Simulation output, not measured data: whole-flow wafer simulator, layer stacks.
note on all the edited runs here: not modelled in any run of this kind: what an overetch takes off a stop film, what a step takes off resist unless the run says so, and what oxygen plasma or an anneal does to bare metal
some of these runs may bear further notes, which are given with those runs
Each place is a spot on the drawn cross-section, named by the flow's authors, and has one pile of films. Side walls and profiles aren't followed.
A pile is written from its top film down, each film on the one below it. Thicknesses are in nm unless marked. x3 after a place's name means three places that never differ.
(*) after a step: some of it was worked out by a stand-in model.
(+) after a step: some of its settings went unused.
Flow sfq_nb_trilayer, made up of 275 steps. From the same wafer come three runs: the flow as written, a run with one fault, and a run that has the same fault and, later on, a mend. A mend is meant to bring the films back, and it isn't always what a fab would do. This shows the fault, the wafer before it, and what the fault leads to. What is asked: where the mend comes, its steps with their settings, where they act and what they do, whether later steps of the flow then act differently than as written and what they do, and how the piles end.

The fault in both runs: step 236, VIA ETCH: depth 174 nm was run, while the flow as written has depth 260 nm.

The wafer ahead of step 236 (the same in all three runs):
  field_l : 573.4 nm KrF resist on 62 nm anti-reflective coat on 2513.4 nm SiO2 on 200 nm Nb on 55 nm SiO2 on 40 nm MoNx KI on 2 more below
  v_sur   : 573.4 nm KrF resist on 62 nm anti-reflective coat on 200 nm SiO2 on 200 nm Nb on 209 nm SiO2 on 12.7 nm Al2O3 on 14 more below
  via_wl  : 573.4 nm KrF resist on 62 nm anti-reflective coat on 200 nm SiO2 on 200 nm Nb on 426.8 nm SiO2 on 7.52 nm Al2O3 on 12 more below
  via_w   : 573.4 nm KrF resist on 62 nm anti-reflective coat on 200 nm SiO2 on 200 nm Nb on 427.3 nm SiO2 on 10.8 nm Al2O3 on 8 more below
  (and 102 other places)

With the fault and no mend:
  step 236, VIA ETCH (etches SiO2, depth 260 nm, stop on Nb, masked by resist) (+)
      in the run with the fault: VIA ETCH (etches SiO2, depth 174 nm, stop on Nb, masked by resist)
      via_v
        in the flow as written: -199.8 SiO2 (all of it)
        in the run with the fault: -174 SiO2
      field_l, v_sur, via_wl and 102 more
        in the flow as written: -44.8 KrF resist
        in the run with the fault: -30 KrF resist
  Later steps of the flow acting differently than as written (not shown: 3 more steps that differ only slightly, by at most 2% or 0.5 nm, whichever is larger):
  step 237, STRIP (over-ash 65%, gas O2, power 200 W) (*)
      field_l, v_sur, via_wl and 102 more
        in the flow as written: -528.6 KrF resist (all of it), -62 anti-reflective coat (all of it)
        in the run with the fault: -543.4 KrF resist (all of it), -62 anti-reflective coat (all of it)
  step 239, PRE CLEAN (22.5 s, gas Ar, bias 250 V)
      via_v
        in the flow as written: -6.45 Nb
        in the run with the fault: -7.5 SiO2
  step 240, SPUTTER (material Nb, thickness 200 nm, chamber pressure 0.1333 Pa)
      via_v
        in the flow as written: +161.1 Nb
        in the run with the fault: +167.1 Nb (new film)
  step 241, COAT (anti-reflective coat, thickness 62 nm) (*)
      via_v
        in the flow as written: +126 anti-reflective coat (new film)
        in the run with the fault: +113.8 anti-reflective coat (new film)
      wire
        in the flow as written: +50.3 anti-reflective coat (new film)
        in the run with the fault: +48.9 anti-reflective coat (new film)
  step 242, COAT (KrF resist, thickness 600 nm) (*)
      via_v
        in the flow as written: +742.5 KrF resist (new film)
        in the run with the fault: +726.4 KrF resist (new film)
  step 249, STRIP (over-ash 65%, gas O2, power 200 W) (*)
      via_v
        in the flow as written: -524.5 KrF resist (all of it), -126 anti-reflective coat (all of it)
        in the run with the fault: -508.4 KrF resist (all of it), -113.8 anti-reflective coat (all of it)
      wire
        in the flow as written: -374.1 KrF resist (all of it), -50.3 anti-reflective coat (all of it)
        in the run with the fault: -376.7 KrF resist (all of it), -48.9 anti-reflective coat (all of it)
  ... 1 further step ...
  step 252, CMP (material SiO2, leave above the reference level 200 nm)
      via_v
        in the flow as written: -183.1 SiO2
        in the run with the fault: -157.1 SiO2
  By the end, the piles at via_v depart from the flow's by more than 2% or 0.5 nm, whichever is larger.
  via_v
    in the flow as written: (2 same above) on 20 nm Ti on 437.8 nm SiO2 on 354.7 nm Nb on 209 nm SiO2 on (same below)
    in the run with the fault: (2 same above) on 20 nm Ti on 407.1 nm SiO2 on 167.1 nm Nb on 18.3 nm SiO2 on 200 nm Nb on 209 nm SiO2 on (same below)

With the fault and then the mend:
  After step 236 comes the mend.
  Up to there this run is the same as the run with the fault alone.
  step 236a, VIA ETCH (etches SiO2, depth 86 nm, stop on Nb, masked by resist) (+) (the flow's step 236, run once more with other settings)
      field_l, v_sur, via_wl and 102 more
        -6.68 KrF resist
      via_v
        -25.8 SiO2 (all of it)
  Later steps of the flow that are run all act as written at every place that is followed, up to a difference of at most 2% or 0.5 nm, whichever is larger.
  By the end, the piles equal the flow's at every place that both follow.
